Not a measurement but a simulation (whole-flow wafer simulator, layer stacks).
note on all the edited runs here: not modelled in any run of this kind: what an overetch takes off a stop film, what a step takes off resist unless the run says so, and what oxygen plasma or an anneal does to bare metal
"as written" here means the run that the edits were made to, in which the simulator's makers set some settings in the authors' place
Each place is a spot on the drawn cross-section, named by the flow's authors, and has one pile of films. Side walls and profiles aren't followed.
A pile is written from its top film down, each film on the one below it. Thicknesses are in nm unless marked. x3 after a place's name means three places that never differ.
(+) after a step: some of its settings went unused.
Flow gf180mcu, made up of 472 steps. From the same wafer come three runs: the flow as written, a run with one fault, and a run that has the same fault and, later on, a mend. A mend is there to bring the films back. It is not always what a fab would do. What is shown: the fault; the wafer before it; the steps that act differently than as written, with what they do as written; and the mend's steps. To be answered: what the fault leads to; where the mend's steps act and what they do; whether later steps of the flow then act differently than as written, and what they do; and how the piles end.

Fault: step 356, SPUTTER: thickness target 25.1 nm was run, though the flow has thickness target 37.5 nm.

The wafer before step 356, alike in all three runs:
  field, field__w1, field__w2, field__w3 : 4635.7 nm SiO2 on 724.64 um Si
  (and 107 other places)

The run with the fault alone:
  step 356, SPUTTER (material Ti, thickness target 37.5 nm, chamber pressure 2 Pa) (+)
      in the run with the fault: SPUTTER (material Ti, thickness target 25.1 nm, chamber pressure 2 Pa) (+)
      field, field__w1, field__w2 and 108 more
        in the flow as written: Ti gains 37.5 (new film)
        in the run with the fault: Ti gains 25.1 (new film)
  Steps later in the flow that act otherwise than as written:
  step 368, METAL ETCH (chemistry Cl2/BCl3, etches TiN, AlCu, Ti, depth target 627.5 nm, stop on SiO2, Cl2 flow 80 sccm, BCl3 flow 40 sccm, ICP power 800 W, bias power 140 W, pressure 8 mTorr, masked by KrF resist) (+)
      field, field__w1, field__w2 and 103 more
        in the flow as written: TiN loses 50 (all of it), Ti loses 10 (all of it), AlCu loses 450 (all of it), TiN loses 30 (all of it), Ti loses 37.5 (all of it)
        in the run with the fault: TiN loses 50 (all of it), Ti loses 10 (all of it), AlCu loses 450 (all of it), TiN loses 30 (all of it), Ti loses 25.1 (all of it)
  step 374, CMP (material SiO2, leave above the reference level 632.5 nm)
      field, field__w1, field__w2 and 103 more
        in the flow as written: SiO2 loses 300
        in the run with the fault: SiO2 loses 312.4
  The piles end different from the flow's at field__w8, contact, m1, m1__w1, m1_nw by more than 2% or 0.5 nm, whichever is larger.
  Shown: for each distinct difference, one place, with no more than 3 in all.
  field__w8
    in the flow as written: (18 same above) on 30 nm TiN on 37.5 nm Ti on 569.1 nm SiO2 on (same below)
    in the run with the fault: (18 same above) on 30 nm TiN on 25.1 nm Ti on 569.1 nm SiO2 on (same below)
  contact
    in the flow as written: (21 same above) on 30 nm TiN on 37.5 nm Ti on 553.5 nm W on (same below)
    in the run with the fault: (21 same above) on 30 nm TiN on 25.1 nm Ti on 553.5 nm W on (same below)

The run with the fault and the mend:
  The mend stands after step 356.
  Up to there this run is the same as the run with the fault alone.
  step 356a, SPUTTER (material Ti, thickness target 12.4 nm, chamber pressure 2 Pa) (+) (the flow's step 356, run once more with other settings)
      field, field__w1, field__w2 and 108 more
        Ti gains 12.4
  Every later step of the flow that is run acts as written at every place that is followed.
  The piles end the same as the flow's at every place that both follow.
